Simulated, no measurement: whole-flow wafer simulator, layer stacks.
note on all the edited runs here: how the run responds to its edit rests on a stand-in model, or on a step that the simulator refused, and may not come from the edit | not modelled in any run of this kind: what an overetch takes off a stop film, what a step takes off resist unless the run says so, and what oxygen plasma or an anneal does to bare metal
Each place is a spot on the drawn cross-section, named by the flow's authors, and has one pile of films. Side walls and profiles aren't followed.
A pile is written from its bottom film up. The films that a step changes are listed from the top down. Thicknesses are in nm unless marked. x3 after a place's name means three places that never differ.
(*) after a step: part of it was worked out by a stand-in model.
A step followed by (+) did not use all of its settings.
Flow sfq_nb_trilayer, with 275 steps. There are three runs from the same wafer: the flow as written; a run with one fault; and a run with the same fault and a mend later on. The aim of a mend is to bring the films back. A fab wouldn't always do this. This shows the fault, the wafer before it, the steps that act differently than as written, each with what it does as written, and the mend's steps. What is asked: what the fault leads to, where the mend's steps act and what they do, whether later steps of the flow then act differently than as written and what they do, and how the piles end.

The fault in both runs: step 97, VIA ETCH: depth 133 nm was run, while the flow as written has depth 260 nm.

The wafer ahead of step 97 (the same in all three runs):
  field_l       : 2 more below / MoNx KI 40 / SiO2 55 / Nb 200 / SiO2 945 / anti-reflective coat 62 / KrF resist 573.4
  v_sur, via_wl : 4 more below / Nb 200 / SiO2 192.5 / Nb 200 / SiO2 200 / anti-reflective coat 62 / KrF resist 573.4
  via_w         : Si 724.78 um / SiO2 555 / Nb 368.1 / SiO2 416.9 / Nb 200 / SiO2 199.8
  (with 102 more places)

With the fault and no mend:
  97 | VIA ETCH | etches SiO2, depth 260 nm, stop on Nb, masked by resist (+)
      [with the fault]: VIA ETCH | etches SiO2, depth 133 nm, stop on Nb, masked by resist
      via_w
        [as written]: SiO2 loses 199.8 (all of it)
        [with the fault]: SiO2 loses 133
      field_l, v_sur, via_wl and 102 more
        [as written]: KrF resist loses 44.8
        [with the fault]: KrF resist loses 22.9
  Steps later in the flow that act otherwise than as written (3 other steps are not shown; they differ only slightly, by no more than 2% or 0.5 nm, whichever is larger):
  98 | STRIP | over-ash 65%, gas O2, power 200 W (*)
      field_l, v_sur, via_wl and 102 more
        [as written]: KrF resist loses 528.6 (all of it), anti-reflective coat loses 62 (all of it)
        [with the fault]: KrF resist loses 550.5 (all of it), anti-reflective coat loses 62 (all of it)
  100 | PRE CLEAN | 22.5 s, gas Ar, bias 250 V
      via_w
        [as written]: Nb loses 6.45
        [with the fault]: SiO2 loses 7.5
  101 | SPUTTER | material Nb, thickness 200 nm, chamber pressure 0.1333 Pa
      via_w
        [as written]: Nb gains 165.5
        [with the fault]: Nb gains 180 (new film)
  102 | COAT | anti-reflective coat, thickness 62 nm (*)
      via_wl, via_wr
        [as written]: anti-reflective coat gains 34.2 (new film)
        [with the fault]: anti-reflective coat gains 35.9 (new film)
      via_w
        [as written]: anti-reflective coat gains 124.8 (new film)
        [with the fault]: anti-reflective coat gains 109.5 (new film)
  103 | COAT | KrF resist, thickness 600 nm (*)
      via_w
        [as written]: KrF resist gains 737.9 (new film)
        [with the fault]: KrF resist gains 683.5 (new film)
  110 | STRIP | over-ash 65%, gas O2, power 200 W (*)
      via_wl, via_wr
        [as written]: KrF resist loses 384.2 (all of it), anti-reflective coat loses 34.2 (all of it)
        [with the fault]: KrF resist loses 390.7 (all of it), anti-reflective coat loses 35.9 (all of it)
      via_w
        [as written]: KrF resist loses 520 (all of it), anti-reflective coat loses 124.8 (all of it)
        [with the fault]: KrF resist loses 465.7 (all of it), anti-reflective coat loses 109.5 (all of it)
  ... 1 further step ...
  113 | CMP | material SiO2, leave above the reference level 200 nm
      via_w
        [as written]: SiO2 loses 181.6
        [with the fault]: SiO2 loses 157.1
  By the end, the piles at via_w depart from the flow's by more than 2% or 0.5 nm, whichever is larger.
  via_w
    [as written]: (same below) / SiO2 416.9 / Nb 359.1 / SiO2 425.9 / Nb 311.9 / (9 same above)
    [with the fault]: (same below) / SiO2 416.9 / Nb 200 / SiO2 59.3 / Nb 180 / SiO2 345.6 / Nb 311.9 / (9 same above)

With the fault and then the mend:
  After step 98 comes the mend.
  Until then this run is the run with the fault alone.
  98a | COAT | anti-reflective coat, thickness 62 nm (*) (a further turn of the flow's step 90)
      p4_fl x3, p4_w1 x9, p4_g1 x2 and 63 more
        anti-reflective coat gains 62 (new film)
      jj_sur, ce_l, c5j and 9 more
        anti-reflective coat gains 61.8 (new film)
      ln_m5, lsp_m, ln_m6, lsp_r, l0_sur, l0v
        anti-reflective coat gains 61.9 (new film)
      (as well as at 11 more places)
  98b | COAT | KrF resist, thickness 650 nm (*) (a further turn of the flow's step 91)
      p4_fl x3, p4_w1 x9, p4_g1 x2 and 63 more
        KrF resist gains 650 (new film)
      res, r_end, moat and 7 more
        KrF resist gains 649.6 (new film)
      ce_l, c5j, ce_r
        KrF resist gains 649.4 (new film)
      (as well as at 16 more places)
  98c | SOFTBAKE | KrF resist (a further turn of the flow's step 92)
      does not change any film at any place that is followed
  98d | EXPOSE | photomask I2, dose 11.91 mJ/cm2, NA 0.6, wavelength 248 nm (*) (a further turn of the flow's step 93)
      does not change any film at any place that is followed
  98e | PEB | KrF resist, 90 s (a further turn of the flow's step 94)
      be_sur, gap, jj_sur and 94 more
        KrF resist loses 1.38
      field_l, v_sur, via_sp
        KrF resist loses 1.36
      via_v, wire, be
        KrF resist loses 1.37
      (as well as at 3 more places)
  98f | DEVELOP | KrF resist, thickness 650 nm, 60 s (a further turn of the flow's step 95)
      field_l, v_sur, via_wl and 102 more
        KrF resist loses 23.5
      via_w
        KrF resist loses 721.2 (all of it)
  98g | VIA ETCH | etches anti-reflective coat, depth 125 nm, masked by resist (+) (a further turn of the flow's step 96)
      field_l, v_sur, via_wl and 102 more
        KrF resist loses 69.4
      via_w
        anti-reflective coat loses 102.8 (all of it), SiO2 loses 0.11
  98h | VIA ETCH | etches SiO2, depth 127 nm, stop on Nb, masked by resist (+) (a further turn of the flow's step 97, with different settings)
      field_l, v_sur, via_wl and 102 more
        KrF resist loses 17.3
      via_w
        SiO2 loses 66.7 (all of it)
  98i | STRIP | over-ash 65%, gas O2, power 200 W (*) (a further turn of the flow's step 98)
      p4_fl x3, p4_w1 x9, p4_g1 x2 and 63 more
        KrF resist loses 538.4 (all of it), anti-reflective coat loses 62 (all of it)
      res, r_end, moat, field_r, lsp_l
        KrF resist loses 538 (all of it), anti-reflective coat loses 61.8 (all of it)
      ce_r, sp_r, be_r, r_sur
        KrF resist loses 537.9 (all of it), anti-reflective coat loses 61.8 (all of it)
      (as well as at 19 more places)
  Later steps of the flow that are run all act as written at every place that is followed.
  By the end, the piles equal the flow's at every place that both follow.
